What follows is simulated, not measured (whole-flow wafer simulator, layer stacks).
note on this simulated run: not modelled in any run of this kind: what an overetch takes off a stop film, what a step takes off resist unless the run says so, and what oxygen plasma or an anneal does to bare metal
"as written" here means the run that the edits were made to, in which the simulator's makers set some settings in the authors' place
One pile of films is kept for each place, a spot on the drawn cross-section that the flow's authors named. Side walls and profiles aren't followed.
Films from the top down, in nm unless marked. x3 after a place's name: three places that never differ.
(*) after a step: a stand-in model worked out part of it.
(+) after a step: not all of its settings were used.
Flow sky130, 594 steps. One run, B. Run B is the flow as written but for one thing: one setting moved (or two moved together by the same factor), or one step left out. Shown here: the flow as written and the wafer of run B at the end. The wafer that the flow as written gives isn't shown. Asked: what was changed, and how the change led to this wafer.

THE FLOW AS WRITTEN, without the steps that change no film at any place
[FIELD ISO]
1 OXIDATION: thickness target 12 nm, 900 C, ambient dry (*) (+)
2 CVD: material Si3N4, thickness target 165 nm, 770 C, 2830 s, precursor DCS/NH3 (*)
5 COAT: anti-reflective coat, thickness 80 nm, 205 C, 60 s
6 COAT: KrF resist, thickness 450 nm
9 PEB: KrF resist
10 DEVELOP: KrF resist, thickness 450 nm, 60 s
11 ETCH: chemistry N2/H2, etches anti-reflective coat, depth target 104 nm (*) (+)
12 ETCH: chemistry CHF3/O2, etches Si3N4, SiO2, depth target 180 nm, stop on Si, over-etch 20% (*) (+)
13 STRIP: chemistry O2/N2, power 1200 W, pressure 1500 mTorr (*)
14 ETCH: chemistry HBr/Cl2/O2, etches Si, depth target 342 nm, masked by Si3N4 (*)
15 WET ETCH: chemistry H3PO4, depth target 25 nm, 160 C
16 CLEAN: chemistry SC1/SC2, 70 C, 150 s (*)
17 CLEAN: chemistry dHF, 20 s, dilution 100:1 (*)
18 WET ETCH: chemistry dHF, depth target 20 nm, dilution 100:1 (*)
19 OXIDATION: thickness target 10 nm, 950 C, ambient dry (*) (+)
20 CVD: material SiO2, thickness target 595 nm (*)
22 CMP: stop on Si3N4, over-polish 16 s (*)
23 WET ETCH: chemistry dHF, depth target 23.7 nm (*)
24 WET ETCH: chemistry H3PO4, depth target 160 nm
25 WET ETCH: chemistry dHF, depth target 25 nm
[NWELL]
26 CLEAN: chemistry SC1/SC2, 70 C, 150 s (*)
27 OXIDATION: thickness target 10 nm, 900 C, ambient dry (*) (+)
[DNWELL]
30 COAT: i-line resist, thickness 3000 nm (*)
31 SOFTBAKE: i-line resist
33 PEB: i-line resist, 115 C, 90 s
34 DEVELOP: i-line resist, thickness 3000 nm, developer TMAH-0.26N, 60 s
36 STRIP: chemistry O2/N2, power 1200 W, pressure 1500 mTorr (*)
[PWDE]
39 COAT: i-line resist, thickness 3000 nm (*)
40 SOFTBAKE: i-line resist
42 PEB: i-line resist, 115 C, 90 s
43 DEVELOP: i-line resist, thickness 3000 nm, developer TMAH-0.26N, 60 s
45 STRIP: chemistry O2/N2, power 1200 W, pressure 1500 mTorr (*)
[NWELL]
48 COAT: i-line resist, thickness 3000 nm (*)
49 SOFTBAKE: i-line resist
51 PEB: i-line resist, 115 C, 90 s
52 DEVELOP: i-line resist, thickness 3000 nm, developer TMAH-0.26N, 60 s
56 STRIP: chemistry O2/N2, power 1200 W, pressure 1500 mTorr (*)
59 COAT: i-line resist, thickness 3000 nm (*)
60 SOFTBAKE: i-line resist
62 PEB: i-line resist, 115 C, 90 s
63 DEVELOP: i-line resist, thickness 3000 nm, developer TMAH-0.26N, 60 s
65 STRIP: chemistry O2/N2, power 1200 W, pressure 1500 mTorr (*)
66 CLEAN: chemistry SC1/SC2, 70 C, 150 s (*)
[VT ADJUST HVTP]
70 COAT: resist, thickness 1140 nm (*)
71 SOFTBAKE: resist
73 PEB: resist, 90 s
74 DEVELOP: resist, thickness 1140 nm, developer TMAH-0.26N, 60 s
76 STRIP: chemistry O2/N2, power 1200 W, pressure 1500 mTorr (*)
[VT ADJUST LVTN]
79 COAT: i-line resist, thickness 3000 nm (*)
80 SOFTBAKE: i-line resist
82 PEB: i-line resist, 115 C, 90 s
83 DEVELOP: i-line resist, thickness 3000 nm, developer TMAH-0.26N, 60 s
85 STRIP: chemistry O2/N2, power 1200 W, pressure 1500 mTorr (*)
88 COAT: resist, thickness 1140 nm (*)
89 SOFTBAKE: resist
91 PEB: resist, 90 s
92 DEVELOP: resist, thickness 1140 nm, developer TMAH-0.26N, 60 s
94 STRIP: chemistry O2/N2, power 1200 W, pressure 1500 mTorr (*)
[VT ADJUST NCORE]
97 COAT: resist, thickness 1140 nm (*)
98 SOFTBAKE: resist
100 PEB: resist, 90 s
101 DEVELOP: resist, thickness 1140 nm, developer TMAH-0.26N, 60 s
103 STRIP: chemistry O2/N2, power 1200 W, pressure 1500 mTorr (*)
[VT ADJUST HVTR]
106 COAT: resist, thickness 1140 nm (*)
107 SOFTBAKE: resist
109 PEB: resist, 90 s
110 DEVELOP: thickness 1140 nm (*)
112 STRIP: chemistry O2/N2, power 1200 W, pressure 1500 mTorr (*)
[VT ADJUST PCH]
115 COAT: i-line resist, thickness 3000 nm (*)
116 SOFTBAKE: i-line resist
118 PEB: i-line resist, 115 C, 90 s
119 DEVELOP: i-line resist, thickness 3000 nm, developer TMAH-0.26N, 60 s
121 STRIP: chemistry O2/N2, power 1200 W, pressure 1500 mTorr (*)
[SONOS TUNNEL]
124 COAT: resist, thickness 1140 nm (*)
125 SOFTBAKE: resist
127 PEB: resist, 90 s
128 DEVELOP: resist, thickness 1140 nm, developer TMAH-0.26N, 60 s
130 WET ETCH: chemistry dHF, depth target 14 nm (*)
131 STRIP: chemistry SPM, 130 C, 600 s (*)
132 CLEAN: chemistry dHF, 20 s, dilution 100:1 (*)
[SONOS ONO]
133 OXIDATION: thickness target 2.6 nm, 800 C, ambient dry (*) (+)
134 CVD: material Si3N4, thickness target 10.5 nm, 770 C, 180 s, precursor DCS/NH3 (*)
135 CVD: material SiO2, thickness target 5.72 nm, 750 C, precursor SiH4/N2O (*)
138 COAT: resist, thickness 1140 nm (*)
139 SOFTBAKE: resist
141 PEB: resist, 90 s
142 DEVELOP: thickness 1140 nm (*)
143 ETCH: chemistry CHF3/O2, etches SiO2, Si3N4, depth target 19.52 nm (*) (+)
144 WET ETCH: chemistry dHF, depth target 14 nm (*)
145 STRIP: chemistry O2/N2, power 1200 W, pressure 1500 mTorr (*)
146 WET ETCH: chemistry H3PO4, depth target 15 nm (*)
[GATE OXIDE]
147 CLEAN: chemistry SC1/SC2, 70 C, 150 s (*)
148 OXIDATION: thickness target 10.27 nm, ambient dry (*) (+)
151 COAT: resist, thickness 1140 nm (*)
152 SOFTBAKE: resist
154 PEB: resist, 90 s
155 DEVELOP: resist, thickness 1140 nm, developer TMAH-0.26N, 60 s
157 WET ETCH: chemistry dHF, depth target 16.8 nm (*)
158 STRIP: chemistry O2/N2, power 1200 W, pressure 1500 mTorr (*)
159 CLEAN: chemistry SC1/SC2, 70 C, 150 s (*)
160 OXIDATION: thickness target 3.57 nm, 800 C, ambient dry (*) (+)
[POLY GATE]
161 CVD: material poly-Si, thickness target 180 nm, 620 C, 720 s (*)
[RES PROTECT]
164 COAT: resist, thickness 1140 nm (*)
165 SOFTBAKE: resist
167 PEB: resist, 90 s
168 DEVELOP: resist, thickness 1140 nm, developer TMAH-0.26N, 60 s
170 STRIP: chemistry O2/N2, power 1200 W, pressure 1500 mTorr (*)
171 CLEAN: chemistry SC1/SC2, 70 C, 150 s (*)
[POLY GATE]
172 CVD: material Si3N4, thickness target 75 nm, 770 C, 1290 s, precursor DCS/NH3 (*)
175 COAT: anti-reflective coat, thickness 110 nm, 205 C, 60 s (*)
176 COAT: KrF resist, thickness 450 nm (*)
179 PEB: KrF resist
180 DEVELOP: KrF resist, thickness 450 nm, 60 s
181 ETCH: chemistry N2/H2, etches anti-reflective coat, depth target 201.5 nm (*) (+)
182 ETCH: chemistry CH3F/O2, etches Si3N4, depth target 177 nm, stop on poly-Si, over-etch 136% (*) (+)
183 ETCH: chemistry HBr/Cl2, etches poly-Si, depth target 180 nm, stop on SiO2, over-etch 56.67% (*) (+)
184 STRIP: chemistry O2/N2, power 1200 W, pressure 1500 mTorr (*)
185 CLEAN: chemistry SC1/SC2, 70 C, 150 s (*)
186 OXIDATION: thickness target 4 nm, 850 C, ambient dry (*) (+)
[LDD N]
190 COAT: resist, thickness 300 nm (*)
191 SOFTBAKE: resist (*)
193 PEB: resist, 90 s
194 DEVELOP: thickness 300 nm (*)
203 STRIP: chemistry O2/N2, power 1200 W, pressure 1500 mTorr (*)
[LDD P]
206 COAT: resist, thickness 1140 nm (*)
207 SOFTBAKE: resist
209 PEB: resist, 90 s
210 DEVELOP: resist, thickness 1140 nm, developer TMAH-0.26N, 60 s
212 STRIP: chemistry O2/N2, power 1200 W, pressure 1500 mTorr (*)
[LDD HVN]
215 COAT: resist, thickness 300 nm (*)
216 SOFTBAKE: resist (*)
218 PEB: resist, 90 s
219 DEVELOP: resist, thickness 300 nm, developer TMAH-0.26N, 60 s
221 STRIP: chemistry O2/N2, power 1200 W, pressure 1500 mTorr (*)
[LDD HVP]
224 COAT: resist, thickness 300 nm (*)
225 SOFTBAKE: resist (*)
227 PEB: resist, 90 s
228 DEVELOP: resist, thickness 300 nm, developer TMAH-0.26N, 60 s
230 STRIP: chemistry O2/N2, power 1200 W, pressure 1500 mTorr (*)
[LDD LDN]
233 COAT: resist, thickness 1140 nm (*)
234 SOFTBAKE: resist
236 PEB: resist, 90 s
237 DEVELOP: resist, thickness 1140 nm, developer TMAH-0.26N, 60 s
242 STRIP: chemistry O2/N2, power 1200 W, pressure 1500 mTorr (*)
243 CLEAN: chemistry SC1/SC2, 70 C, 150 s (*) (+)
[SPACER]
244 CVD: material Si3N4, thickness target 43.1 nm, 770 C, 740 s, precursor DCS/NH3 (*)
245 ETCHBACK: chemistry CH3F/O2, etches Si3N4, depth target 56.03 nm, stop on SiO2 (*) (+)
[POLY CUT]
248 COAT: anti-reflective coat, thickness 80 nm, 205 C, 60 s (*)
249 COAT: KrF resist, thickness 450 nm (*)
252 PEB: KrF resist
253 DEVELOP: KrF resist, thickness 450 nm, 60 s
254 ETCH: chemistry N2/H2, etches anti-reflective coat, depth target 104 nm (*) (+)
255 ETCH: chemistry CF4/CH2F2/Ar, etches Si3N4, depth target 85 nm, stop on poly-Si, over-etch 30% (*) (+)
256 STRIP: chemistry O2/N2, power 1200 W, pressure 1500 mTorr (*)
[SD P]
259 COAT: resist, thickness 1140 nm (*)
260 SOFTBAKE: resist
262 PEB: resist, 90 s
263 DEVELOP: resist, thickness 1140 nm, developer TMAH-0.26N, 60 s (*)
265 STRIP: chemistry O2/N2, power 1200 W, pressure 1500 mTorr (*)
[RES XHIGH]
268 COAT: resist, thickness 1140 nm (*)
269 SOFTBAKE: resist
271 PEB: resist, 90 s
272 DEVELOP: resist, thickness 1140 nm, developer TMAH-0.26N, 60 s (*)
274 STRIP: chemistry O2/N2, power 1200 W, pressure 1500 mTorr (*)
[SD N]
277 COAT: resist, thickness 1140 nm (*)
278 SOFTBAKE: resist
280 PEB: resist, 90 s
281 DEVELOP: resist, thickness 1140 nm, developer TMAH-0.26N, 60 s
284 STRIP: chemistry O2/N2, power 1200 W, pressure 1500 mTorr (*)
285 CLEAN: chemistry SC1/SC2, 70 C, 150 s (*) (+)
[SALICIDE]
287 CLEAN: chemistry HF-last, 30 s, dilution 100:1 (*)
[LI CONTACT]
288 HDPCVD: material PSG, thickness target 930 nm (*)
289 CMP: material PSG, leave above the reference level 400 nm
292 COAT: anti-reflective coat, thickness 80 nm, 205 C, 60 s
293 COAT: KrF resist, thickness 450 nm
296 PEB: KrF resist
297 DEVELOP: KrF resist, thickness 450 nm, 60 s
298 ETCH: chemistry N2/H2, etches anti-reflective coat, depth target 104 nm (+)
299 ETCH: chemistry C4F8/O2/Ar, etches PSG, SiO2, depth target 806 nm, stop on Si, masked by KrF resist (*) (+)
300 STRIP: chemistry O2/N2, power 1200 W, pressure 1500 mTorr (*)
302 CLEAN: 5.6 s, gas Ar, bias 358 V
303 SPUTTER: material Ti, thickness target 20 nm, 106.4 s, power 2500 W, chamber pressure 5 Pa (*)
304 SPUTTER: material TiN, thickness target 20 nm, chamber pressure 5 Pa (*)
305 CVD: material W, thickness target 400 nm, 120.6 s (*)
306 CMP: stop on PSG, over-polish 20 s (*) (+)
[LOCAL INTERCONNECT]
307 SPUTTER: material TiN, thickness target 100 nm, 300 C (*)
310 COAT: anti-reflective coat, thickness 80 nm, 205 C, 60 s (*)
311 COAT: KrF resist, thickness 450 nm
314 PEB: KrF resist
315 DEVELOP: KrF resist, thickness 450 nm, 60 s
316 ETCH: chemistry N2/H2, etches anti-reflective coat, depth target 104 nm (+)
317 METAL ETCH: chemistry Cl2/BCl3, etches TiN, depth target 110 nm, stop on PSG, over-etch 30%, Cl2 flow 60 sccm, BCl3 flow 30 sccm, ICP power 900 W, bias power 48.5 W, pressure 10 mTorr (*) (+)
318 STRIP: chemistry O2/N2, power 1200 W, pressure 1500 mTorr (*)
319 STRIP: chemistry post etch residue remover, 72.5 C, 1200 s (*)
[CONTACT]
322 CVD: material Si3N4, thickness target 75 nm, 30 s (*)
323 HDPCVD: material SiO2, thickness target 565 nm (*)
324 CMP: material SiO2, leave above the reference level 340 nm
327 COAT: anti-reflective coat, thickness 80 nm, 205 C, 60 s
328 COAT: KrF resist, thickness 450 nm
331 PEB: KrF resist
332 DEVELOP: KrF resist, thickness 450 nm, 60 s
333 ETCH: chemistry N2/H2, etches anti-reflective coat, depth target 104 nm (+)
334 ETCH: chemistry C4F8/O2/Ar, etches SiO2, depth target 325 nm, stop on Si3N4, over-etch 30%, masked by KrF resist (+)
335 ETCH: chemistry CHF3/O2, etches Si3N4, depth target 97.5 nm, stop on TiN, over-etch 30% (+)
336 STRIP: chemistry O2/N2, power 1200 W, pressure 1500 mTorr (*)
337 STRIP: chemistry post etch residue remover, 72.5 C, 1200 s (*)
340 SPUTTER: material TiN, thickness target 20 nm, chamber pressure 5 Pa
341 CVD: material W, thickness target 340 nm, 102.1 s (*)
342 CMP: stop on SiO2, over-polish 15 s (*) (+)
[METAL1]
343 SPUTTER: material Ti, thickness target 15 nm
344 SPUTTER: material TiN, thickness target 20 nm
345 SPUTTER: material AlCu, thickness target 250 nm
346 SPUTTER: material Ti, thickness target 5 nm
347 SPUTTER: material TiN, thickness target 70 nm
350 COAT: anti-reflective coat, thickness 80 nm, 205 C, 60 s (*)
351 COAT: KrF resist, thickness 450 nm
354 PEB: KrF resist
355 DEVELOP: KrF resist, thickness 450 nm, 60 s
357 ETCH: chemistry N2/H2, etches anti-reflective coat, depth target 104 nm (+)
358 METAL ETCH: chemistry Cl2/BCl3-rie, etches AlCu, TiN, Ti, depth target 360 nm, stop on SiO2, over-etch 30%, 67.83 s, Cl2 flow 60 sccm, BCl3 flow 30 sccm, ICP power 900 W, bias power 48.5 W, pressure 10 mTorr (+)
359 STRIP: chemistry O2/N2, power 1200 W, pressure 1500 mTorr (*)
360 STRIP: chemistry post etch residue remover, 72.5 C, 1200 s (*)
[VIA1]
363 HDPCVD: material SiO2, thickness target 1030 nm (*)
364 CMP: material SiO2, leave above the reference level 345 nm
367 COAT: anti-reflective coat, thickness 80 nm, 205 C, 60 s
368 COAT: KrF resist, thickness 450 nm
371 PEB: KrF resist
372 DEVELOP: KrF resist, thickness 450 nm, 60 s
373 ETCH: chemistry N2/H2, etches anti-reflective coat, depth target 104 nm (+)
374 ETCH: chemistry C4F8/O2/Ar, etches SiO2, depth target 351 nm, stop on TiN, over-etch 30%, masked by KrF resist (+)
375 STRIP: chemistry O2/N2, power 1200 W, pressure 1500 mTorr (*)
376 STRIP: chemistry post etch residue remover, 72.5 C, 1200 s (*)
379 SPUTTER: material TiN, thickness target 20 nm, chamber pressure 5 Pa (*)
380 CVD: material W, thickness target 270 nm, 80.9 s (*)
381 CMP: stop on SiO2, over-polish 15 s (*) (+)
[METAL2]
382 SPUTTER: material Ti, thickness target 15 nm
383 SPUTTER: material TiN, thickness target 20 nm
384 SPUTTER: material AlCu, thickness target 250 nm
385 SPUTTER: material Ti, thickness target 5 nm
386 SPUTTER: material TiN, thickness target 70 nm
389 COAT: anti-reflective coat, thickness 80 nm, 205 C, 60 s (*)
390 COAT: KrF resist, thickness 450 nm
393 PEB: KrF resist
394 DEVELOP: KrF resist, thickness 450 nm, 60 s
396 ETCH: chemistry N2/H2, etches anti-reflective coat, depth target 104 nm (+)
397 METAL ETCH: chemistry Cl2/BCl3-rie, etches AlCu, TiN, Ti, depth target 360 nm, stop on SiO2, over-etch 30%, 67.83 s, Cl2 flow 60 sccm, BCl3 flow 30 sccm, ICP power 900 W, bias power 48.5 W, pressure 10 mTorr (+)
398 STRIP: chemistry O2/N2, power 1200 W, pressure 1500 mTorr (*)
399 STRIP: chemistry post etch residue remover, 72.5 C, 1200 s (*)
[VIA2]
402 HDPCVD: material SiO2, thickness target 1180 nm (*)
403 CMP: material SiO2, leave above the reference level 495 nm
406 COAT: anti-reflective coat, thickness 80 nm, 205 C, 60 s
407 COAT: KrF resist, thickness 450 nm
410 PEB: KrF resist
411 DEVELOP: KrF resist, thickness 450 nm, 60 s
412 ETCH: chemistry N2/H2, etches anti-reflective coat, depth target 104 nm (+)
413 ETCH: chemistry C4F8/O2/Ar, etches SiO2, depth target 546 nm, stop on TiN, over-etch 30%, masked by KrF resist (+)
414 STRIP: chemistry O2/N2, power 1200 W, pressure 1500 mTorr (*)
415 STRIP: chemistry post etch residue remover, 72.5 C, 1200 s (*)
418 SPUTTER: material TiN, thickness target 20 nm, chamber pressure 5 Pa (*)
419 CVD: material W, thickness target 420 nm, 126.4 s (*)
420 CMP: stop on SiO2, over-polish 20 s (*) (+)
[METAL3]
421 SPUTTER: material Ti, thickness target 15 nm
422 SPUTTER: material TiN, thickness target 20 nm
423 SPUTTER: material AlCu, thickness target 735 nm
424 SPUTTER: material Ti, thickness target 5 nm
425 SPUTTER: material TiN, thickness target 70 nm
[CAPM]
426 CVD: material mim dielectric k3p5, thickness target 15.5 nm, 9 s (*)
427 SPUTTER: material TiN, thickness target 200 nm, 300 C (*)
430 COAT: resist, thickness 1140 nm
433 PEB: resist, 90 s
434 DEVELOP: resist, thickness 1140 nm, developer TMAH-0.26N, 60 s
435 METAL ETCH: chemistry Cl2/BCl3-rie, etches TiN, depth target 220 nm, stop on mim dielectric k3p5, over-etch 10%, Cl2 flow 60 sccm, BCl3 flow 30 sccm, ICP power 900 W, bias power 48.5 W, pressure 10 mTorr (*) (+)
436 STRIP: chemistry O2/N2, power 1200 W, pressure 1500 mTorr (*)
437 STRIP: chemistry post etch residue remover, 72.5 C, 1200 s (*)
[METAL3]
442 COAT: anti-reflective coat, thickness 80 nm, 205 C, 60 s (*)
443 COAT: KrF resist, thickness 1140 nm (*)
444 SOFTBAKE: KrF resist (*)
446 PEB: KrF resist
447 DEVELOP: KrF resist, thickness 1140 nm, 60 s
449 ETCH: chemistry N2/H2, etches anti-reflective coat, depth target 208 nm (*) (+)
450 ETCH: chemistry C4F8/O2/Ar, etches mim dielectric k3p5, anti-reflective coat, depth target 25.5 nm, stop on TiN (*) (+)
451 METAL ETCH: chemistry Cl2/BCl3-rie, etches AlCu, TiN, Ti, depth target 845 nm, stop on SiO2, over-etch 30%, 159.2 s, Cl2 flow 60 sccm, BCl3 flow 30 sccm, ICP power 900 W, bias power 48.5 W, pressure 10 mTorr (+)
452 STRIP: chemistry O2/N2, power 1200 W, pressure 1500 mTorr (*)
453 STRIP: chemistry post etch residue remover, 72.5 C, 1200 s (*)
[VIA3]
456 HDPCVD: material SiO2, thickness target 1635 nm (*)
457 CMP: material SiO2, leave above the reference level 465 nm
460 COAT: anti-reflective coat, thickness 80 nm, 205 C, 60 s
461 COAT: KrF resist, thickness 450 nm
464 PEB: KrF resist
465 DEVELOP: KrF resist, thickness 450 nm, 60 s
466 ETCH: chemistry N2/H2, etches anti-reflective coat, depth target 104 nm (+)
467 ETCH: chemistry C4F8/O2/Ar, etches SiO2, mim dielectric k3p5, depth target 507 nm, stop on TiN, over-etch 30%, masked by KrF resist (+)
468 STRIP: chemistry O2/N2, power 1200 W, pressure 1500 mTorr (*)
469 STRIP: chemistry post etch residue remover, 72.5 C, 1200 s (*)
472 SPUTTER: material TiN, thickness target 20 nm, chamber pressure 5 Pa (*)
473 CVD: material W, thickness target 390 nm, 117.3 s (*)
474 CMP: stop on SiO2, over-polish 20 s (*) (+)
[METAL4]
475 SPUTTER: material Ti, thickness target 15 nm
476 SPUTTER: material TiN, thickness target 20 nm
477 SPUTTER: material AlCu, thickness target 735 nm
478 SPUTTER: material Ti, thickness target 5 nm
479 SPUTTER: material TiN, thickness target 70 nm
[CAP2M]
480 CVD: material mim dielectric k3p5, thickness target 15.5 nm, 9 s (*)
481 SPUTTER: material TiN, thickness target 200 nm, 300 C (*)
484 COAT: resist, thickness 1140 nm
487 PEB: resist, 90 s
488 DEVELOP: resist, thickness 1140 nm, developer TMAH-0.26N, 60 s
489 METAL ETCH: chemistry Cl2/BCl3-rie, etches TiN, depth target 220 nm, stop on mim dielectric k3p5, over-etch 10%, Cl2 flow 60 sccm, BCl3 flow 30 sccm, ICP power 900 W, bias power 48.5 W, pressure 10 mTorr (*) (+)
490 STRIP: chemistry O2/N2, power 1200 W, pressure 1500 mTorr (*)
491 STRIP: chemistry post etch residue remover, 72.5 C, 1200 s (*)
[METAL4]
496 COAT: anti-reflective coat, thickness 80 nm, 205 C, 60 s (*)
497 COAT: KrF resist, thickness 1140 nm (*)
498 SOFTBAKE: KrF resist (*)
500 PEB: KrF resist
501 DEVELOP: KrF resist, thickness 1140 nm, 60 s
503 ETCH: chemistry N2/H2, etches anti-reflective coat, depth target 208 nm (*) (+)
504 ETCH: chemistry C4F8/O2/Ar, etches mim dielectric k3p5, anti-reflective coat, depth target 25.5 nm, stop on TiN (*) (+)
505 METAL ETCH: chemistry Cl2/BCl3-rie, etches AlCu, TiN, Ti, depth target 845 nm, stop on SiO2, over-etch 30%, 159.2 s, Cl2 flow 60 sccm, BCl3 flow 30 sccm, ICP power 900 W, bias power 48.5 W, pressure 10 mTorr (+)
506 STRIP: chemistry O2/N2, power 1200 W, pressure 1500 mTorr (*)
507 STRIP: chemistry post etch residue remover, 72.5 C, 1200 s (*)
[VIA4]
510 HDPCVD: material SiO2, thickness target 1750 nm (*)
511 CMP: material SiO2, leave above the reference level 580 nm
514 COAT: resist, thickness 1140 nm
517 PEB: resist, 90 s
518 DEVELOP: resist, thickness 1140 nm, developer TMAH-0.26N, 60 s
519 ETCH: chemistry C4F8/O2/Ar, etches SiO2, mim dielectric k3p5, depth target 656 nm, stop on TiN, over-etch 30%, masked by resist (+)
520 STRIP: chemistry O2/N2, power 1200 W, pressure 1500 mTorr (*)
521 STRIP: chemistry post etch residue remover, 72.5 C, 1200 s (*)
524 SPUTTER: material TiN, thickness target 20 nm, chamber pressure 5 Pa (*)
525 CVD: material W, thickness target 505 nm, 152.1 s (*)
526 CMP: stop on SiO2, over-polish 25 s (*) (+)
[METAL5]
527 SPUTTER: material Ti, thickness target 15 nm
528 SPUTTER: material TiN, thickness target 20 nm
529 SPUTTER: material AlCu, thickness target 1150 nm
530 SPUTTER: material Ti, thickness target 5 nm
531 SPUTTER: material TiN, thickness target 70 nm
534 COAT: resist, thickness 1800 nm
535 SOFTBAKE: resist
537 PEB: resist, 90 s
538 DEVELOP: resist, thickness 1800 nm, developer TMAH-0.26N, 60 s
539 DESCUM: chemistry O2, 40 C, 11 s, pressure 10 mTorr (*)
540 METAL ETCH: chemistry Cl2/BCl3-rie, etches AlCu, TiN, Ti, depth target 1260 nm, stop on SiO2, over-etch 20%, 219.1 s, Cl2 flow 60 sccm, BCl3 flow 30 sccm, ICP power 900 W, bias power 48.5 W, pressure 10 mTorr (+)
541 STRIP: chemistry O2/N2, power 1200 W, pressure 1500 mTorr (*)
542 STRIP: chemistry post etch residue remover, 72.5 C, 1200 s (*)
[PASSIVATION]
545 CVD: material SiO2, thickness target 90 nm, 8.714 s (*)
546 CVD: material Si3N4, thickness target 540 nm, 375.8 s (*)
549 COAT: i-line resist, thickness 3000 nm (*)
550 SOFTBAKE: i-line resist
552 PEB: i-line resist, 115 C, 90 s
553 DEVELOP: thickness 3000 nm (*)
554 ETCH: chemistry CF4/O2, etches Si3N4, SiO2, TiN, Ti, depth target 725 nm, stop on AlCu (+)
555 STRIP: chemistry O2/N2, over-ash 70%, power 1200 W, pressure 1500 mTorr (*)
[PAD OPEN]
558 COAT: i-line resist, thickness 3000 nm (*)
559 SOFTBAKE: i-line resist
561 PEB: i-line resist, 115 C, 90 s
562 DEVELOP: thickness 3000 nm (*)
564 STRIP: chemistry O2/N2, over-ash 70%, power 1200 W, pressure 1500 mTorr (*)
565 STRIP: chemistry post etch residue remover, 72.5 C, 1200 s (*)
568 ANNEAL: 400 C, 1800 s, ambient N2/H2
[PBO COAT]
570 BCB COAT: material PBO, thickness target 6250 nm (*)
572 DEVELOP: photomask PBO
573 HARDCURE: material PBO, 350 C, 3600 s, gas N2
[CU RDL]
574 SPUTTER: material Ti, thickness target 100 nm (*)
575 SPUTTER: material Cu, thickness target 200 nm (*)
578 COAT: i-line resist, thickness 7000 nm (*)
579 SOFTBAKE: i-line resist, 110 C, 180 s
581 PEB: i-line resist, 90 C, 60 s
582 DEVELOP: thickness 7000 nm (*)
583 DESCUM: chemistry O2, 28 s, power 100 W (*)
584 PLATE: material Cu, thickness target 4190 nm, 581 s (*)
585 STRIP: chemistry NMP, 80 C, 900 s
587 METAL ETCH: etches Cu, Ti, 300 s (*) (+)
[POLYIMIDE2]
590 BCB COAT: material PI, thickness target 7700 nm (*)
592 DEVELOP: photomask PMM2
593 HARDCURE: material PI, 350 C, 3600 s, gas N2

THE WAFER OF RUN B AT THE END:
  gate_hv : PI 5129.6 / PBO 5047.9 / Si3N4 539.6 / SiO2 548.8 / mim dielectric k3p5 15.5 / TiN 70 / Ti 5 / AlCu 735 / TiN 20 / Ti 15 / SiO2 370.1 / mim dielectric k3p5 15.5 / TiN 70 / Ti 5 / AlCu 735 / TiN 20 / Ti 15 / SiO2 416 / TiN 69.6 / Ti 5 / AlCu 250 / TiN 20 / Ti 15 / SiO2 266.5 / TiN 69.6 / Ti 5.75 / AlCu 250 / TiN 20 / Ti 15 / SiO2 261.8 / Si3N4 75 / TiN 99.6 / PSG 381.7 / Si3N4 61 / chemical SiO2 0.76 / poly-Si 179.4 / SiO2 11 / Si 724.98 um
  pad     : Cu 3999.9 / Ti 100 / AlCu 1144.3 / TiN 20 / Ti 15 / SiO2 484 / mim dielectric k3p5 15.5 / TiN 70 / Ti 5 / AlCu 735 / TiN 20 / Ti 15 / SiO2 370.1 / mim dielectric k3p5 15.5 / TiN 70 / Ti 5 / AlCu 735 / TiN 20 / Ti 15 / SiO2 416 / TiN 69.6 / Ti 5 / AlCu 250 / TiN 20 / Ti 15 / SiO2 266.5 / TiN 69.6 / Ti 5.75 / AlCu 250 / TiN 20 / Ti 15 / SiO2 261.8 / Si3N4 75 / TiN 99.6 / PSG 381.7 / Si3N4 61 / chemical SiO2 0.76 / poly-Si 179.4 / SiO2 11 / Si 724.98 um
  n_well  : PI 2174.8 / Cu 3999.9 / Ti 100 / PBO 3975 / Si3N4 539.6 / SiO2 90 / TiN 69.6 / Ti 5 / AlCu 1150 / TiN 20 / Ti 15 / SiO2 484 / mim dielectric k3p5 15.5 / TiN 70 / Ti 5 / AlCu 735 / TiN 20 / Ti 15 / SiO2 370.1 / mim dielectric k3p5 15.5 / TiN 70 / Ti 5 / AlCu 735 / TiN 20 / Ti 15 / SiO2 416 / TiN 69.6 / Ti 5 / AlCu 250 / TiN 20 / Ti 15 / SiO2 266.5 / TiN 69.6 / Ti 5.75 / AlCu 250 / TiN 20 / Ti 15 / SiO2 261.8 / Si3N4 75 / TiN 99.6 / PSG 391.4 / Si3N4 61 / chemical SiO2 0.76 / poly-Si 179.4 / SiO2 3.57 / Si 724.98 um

The cause: step 346, SPUTTER: thickness target 5.75 nm was run, where the flow has thickness target 5 nm.
It can be read off the wafer: gate_hv has Ti 5.75, and step 346 as written asks for 5 nm.

How the change led to this, step by step:
  346 SPUTTER: material Ti, thickness target 5 nm
      field, active, n_well and 188 more: Ti +5.75 (new film) (as written it would be: Ti +5 (new film))
  358 METAL ETCH: chemistry Cl2/BCl3-rie, etches AlCu, TiN, Ti, depth target 360 nm, stop on SiO2, over-etch 30%, 67.83 s, Cl2 flow 60 sccm, BCl3 flow 30 sccm, ICP power 900 W, bias power 48.5 W, pressure 10 mTorr (+)
      field, active, gate and 81 more: TiN -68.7 (all of it), Ti -5.75 (all of it), AlCu -250 (all of it), TiN -20 (all of it), Ti -15 (all of it), SiO2 -10.9 (as written it would be: TiN -68.7 (all of it), Ti -5 (all of it), AlCu -250 (all of it), TiN -20 (all of it), Ti -15 (all of it), SiO2 -10.9)
